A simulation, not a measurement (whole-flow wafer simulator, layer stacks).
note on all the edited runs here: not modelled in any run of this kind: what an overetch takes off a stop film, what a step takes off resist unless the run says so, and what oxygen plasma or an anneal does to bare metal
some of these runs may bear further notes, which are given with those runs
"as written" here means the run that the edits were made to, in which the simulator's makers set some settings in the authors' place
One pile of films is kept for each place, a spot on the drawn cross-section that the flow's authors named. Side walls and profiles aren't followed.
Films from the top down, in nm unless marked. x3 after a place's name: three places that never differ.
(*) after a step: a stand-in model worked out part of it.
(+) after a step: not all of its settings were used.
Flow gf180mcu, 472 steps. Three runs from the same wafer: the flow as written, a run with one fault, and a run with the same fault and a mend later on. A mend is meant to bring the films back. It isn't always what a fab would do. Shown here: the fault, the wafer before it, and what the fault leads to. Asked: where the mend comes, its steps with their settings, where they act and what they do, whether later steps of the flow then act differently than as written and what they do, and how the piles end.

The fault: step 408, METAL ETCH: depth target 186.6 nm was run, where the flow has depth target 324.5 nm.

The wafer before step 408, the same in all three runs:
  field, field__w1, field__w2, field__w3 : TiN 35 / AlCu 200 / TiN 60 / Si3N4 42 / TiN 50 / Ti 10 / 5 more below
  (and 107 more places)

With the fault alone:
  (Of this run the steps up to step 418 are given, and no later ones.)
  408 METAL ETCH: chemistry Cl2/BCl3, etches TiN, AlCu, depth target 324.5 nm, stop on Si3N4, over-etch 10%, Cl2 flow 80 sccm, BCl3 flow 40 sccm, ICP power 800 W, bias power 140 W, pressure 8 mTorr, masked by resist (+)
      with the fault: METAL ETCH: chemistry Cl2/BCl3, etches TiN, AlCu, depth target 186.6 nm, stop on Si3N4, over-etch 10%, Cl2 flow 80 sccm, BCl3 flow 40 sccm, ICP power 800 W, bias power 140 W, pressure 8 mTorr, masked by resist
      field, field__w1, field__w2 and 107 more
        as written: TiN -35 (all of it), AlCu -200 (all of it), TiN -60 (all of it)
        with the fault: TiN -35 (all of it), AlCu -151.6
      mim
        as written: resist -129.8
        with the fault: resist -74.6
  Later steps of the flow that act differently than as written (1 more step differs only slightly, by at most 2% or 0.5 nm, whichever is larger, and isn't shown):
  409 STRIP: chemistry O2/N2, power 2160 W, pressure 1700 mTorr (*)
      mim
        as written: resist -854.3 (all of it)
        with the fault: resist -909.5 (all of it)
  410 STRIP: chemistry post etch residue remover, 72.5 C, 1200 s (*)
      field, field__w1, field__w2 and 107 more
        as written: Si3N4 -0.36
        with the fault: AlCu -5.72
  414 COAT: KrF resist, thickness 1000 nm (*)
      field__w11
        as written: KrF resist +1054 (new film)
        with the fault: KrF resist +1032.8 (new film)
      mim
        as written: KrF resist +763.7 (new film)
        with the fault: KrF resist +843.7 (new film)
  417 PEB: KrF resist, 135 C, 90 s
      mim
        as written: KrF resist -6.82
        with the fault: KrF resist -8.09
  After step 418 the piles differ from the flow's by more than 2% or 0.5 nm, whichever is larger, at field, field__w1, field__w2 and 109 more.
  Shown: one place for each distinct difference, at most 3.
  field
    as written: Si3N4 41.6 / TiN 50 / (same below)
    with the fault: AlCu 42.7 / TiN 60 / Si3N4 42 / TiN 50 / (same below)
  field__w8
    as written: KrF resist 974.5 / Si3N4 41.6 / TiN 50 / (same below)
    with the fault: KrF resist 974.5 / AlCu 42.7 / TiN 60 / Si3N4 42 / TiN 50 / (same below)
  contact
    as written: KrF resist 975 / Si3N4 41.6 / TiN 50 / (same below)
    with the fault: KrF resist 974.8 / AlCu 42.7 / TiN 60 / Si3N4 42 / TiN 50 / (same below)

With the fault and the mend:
  The mend comes after step 408.
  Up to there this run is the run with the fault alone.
  408a METAL ETCH: chemistry Cl2/BCl3, etches TiN, AlCu, depth target 137.9 nm, stop on Si3N4, over-etch 10%, Cl2 flow 80 sccm, BCl3 flow 40 sccm, ICP power 800 W, bias power 140 W, pressure 8 mTorr, masked by resist (+) (the flow's step 408 once more, with other settings)
      field, field__w1, field__w2 and 107 more
        AlCu -48.4 (all of it), TiN -60 (all of it)
      mim
        resist -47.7
  No later step of the flow acts differently than as written, at any place that is followed, by more than 2% or 0.5 nm, whichever is larger.
  At the end the piles are the same as the flow's at every place that both follow.
